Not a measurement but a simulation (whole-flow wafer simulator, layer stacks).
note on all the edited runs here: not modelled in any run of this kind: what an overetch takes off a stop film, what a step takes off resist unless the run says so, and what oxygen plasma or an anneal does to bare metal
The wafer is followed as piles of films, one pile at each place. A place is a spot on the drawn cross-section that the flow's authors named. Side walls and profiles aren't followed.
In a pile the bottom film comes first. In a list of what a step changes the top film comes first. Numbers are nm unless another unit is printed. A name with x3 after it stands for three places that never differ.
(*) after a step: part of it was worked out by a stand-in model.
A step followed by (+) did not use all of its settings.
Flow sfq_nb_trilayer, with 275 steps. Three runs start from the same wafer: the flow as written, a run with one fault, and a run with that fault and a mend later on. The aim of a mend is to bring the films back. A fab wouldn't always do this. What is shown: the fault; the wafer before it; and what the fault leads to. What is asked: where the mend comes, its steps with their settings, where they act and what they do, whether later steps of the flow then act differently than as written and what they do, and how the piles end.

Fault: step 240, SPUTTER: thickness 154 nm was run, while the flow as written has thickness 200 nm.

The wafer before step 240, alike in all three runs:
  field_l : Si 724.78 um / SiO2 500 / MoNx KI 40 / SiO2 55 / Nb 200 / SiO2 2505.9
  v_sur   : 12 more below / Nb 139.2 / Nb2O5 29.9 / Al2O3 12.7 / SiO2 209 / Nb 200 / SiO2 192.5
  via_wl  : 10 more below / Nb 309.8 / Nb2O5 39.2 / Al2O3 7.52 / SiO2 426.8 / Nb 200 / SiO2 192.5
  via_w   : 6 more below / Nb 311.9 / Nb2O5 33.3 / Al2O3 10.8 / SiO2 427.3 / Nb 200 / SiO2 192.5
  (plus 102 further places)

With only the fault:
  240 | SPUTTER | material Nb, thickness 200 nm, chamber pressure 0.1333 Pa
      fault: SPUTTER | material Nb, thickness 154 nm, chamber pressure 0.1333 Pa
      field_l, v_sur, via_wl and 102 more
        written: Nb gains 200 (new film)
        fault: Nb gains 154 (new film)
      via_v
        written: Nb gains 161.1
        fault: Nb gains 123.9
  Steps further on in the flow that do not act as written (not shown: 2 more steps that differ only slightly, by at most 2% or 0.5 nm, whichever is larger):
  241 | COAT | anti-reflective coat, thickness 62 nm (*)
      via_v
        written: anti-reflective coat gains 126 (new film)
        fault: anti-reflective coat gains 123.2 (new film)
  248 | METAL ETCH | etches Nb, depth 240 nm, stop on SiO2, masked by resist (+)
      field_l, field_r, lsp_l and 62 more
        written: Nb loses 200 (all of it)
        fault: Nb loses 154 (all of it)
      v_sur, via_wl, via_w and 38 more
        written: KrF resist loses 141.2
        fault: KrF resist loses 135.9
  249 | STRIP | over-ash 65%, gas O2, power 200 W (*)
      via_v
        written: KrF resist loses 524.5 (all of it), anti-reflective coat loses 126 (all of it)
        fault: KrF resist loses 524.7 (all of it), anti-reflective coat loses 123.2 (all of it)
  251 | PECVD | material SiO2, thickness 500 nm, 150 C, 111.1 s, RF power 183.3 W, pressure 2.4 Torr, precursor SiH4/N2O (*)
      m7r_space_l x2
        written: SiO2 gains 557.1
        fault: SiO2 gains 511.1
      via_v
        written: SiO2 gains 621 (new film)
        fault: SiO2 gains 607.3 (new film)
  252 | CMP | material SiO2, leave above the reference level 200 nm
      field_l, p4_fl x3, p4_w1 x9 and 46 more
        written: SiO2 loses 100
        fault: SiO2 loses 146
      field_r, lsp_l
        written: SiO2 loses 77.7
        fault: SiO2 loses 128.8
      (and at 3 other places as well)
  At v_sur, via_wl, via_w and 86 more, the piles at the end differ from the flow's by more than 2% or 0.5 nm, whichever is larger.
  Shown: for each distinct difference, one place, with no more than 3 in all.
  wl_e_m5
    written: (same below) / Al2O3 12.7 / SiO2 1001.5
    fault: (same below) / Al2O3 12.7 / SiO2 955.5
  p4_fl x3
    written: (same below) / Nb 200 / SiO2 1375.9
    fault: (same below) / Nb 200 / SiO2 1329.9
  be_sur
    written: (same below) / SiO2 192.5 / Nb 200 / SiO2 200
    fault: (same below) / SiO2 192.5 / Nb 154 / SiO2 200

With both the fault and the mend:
  The mend follows step 240.
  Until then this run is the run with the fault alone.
  240a | SPUTTER | material Nb, thickness 46 nm, chamber pressure 0.1333 Pa (the flow's step 240, run once more with other settings)
      field_l, v_sur, via_wl and 102 more
        Nb gains 46
      via_v
        Nb gains 33.9
  Later steps of the flow that are run all act as written at every place that is followed, up to a difference of at most 2% or 0.5 nm, whichever is larger.
  The piles end only slightly different from the flow's at the places that both follow, by no more than 2% or 0.5 nm, whichever is larger.
